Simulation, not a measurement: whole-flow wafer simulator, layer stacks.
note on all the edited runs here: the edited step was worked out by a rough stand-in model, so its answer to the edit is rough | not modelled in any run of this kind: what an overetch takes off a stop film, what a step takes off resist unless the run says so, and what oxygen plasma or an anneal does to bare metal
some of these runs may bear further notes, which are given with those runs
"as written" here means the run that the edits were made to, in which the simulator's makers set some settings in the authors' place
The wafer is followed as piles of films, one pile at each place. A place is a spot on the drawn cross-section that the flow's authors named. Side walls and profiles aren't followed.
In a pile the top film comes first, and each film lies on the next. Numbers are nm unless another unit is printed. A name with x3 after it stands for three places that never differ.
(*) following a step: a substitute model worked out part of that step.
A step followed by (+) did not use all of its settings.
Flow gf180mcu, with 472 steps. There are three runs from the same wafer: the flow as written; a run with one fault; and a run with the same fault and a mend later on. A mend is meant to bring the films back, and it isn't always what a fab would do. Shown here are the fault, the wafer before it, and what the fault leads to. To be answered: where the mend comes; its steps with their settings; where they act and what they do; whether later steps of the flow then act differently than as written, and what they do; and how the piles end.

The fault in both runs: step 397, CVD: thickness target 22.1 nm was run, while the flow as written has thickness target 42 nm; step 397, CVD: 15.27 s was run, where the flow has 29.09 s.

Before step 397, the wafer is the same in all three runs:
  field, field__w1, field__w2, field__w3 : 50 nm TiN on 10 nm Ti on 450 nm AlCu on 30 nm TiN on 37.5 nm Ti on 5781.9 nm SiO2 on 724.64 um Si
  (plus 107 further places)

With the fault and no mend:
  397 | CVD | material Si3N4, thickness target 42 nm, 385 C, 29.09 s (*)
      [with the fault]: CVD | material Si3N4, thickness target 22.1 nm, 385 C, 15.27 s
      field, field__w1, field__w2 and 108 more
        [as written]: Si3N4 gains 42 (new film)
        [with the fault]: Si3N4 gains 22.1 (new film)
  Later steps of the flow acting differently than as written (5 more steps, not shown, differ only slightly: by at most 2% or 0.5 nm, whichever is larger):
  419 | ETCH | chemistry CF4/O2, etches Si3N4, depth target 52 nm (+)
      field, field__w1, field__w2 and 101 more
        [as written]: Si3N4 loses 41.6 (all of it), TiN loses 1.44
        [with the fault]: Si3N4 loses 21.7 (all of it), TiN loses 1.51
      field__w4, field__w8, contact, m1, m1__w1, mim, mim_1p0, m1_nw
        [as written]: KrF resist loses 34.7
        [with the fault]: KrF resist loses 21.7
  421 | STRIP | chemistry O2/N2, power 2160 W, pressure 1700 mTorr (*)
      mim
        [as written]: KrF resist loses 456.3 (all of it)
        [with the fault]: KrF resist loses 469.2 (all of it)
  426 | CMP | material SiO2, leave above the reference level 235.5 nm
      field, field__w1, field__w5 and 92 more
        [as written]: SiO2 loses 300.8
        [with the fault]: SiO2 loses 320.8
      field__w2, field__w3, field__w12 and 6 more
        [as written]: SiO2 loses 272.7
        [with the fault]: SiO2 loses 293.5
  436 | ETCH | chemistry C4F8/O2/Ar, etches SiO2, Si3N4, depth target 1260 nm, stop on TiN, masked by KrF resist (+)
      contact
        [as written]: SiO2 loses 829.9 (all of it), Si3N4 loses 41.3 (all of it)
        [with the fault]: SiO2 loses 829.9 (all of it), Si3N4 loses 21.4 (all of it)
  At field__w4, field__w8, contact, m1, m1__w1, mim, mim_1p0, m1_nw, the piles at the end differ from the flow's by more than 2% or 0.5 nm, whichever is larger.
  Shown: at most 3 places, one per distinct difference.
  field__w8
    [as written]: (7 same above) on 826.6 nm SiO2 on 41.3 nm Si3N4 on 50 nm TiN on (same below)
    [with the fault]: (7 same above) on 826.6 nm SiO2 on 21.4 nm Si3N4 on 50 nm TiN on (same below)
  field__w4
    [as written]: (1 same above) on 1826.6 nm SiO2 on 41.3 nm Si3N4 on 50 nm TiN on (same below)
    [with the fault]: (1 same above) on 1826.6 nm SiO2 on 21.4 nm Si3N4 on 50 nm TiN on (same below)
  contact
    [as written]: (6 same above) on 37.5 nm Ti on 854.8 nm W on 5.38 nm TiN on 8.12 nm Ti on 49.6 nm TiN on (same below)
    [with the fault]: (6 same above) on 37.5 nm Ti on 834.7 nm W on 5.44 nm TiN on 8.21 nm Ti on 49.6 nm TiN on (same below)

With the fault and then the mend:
  The mend stands after step 397.
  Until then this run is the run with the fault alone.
  397a | CVD | material Si3N4, thickness target 19.9 nm, 385 C, 13.78 s (the flow's step 397, run once more with other settings)
      field, field__w1, field__w2 and 108 more
        Si3N4 gains 19.9
  Later steps of the flow that are run all act as written at every place that is followed, up to a difference of at most 2% or 0.5 nm, whichever is larger.
  The piles end only slightly different from the flow's at the places that both follow, by no more than 2% or 0.5 nm, whichever is larger.
